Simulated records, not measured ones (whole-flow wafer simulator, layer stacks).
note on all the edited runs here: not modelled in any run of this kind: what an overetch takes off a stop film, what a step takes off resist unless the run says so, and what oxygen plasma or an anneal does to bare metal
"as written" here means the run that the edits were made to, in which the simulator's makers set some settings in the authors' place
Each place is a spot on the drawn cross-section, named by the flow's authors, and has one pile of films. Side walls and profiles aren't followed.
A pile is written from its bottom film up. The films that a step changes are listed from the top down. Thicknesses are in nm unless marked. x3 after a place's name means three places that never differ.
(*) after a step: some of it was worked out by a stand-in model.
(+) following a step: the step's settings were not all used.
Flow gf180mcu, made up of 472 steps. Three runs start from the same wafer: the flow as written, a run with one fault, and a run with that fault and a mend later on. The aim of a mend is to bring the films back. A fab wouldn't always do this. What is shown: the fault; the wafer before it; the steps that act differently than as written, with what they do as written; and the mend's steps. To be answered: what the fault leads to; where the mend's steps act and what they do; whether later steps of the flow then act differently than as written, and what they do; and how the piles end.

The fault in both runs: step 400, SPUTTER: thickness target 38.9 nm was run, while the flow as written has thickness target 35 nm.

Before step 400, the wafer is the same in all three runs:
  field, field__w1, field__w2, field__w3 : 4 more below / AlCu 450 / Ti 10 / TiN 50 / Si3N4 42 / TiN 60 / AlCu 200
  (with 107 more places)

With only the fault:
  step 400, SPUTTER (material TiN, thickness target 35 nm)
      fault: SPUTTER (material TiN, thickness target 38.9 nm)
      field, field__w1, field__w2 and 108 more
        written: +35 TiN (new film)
        fault: +38.9 TiN (new film)
  Later steps of the flow acting differently than as written (9 other steps are not shown; they differ only slightly, by no more than 2% or 0.5 nm, whichever is larger):
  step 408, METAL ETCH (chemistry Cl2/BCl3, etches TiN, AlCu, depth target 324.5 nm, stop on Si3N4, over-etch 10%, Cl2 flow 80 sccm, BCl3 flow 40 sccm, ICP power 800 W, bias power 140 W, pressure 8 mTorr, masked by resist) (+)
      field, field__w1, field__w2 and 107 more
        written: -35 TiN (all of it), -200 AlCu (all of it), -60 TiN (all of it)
        fault: -38.9 TiN (all of it), -200 AlCu (all of it), -60 TiN (all of it)
  The piles end different from the flow's at mim by more than 2% or 0.5 nm, whichever is larger.
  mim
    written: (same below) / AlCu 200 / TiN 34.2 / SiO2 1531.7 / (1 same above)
    fault: (same below) / AlCu 200 / TiN 38.1 / SiO2 1531.7 / (1 same above)

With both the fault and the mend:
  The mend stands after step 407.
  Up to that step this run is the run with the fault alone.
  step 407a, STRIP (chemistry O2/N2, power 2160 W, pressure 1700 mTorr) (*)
      mim
        -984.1 resist (all of it)
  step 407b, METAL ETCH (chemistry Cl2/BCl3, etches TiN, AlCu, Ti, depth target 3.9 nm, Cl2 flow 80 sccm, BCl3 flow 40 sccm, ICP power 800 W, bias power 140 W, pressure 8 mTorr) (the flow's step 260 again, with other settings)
      field, field__w1, field__w2 and 108 more
        -3.9 TiN
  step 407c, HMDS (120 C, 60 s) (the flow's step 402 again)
      alters no film at any place that is followed
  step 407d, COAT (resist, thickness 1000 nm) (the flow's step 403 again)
      field, field__w1, field__w2 and 108 more
        +1000 resist (new film)
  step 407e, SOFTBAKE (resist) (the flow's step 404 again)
      alters no film at any place that is followed
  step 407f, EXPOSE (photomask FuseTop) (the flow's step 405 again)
      alters no film at any place that is followed
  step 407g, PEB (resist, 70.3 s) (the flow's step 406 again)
      field, field__w1, field__w2 and 108 more
        -15.9 resist
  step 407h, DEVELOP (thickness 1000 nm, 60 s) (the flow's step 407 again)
      field, field__w1, field__w2 and 107 more
        -984.1 resist (all of it)
  None of the later steps of the flow acts differently than as written at any place that is followed.
  The piles end the same as the flow's at every place that both follow.
